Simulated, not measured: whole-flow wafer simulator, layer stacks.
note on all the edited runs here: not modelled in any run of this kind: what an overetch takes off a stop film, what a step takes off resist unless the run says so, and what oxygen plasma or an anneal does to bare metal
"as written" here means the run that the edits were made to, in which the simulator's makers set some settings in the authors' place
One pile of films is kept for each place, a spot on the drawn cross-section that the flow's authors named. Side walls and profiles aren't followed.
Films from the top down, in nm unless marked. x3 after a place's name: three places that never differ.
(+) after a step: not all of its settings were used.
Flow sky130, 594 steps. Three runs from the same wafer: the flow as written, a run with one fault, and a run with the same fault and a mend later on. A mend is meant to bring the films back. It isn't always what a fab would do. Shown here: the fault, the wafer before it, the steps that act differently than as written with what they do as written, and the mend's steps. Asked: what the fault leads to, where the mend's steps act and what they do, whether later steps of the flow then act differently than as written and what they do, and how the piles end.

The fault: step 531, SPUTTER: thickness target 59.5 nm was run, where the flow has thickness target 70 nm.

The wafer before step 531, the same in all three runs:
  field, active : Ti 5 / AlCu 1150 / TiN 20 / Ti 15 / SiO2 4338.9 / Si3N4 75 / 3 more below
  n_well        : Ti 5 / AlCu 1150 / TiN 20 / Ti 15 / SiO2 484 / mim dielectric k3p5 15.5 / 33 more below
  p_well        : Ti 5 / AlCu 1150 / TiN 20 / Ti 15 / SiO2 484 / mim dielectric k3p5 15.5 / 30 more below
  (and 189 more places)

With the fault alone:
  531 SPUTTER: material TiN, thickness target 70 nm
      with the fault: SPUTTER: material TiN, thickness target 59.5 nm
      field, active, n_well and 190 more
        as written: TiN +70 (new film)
        with the fault: TiN +59.5 (new film)
  Later steps of the flow that act differently than as written (19 more steps differ only slightly, by at most 2% or 0.5 nm, whichever is larger, and aren't shown):
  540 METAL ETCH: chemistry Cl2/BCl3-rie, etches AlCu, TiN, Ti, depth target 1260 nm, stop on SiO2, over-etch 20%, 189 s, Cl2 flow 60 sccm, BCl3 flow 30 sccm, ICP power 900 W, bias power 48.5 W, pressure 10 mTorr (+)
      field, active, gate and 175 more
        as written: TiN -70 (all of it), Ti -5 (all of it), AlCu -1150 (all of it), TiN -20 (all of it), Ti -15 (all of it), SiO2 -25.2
        with the fault: TiN -59.5 (all of it), Ti -5 (all of it), AlCu -1150 (all of it), TiN -20 (all of it), Ti -15 (all of it), SiO2 -26.2
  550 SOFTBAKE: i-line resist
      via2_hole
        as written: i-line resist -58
        with the fault: i-line resist -56.8
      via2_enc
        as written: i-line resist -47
        with the fault: i-line resist -46
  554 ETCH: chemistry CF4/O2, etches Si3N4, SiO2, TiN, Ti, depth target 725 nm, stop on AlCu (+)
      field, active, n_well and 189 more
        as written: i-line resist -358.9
        with the fault: i-line resist -348.4
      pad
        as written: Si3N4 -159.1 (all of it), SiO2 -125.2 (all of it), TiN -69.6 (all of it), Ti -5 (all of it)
        with the fault: Si3N4 -159.1 (all of it), SiO2 -125.2 (all of it), TiN -59.1 (all of it), Ti -5 (all of it)
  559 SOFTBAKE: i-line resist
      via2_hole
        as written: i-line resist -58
        with the fault: i-line resist -56.8
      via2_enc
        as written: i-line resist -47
        with the fault: i-line resist -46
  At the end the piles differ from the flow's by more than 2% or 0.5 nm, whichever is larger, at n_well, p_well, sd_n and 11 more.
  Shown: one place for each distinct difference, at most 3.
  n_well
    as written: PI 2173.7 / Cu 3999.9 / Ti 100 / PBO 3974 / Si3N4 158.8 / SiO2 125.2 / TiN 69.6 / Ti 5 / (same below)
    with the fault: PI 2174.9 / Cu 3999.9 / Ti 100 / PBO 3981.6 / Si3N4 158.8 / SiO2 125.2 / TiN 59.1 / Ti 5 / (same below)
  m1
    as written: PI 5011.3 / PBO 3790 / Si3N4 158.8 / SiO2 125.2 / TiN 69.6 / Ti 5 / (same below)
    with the fault: PI 5011.8 / PBO 3798.7 / Si3N4 158.8 / SiO2 125.2 / TiN 59.1 / Ti 5 / (same below)
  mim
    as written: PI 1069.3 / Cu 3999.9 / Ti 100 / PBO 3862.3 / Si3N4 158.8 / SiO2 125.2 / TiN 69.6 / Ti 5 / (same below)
    with the fault: PI 1070.3 / Cu 3999.9 / Ti 100 / PBO 3870.3 / Si3N4 158.8 / SiO2 125.2 / TiN 59.1 / Ti 5 / (same below)

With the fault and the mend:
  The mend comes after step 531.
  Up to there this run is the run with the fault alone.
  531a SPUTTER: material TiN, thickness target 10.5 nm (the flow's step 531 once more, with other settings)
      field, active, n_well and 190 more
        TiN +10.5
  No later step of the flow acts differently than as written at any place that is followed.
  At the end the piles are the same as the flow's at every place that both follow.
